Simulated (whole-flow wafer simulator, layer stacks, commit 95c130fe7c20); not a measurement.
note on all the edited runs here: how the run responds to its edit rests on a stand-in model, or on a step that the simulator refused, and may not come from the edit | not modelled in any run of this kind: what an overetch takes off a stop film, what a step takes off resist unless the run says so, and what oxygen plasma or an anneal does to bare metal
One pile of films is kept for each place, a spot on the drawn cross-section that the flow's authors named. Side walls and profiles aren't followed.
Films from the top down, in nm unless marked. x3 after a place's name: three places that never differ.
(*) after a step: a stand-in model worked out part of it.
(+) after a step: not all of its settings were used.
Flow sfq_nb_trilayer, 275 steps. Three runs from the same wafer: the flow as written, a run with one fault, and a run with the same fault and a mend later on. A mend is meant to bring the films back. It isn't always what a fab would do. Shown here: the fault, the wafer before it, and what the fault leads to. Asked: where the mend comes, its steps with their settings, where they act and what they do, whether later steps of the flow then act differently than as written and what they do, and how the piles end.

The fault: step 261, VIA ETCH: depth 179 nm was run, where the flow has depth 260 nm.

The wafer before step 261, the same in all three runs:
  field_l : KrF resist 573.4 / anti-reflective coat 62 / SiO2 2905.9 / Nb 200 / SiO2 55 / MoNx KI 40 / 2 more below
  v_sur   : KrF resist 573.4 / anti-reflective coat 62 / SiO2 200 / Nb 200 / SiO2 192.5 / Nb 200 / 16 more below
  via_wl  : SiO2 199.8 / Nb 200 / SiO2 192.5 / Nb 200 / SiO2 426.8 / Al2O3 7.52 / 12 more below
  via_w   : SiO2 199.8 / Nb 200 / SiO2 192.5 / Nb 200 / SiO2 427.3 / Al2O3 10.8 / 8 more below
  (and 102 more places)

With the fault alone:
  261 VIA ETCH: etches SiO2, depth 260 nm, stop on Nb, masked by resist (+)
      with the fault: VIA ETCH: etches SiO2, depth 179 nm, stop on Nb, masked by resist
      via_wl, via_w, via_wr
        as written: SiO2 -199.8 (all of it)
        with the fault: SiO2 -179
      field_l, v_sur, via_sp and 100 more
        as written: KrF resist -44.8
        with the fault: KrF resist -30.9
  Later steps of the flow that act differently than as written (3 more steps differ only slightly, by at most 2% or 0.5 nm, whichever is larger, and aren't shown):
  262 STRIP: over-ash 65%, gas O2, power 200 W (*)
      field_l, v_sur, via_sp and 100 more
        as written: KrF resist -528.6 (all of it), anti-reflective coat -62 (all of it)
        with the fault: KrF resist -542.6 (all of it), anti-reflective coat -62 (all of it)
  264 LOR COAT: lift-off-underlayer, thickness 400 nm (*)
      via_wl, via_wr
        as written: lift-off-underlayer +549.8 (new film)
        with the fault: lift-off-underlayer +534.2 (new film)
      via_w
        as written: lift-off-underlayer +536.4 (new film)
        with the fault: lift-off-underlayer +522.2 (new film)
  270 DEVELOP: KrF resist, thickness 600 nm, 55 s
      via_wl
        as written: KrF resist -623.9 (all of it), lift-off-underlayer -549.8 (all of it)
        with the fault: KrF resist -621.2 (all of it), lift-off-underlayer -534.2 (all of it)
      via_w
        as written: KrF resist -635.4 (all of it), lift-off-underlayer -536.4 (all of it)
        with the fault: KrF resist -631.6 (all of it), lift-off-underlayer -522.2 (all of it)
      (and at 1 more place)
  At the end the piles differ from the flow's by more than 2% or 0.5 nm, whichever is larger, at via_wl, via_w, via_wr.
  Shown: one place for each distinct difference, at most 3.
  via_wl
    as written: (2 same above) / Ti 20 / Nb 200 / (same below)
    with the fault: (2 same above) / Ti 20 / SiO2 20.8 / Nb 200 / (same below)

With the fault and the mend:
  The mend comes after step 262.
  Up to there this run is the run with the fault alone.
  262a COAT: anti-reflective coat, thickness 62 nm (*) (the flow's step 254 once more)
      p4_fl x3, p4_w1 x9, p4_g1 x2 and 63 more
        anti-reflective coat +62 (new film)
      r_end, moat, field_r and 7 more
        anti-reflective coat +61.7 (new film)
      ce_r, sp_r, be_r, r_sur, res
        anti-reflective coat +61.6 (new film)
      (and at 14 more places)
  262b COAT: KrF resist, thickness 650 nm (*) (the flow's step 255 once more)
      p4_fl x3, p4_w1 x9, p4_g1 x2 and 63 more
        KrF resist +650 (new film)
      r_end, moat, field_r, lsp_l, l0_sur
        KrF resist +649.3 (new film)
      ln_m5, lsp_m, ln_m6, lsp_r
        KrF resist +649.4 (new film)
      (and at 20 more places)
  262c SOFTBAKE: KrF resist (the flow's step 256 once more)
      changes no film at any place that is followed
  262d EXPOSE: photomask I7, dose 11.93 mJ/cm2, NA 0.6, wavelength 248 nm (*) (the flow's step 257 once more)
      changes no film at any place that is followed
  262e PEB: KrF resist, 90 s (the flow's step 258 once more)
      sp_r, be_r, r_sur and 88 more
        KrF resist -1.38
      v_sur, wire, be and 6 more
        KrF resist -1.37
      via_wl, via_wr
        KrF resist -1.56
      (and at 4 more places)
  262f DEVELOP: KrF resist, thickness 650 nm, 60 s (the flow's step 259 once more)
      field_l, v_sur, via_sp and 100 more
        KrF resist -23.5
      via_wl
        KrF resist -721 (all of it)
      via_w
        KrF resist -771.9 (all of it)
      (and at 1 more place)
  262g VIA ETCH: etches anti-reflective coat, depth 125 nm, masked by resist (+) (the flow's step 260 once more)
      field_l, v_sur, via_sp and 100 more
        KrF resist -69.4
      via_wl, via_wr
        anti-reflective coat -125
      via_w
        anti-reflective coat -79.7 (all of it), SiO2 -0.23
  262h VIA ETCH: etches SiO2, depth 81 nm, stop on Nb, masked by resist (*) (+) (the flow's step 261 once more, with other settings)
      field_l, v_sur, via_sp and 100 more
        KrF resist -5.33
      via_wl, via_wr
        anti-reflective coat -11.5 (all of it), SiO2 -20.8 (all of it)
      via_w
        SiO2 -20.6 (all of it)
  262i STRIP: over-ash 65%, gas O2, power 200 W (*) (the flow's step 262 once more)
      p4_fl x3, p4_w1 x9, p4_g1 x2 and 63 more
        KrF resist -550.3 (all of it), anti-reflective coat -62 (all of it)
      field_r, lsp_l, ln_m5, lsp_m, ln_m6, lsp_r, l0_sur
        KrF resist -549.7 (all of it), anti-reflective coat -61.7 (all of it)
      r_end, moat, l0v
        KrF resist -549.6 (all of it), anti-reflective coat -61.7 (all of it)
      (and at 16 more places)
  No later step of the flow acts differently than as written at any place that is followed.
  At the end the piles are the same as the flow's at every place that both follow.
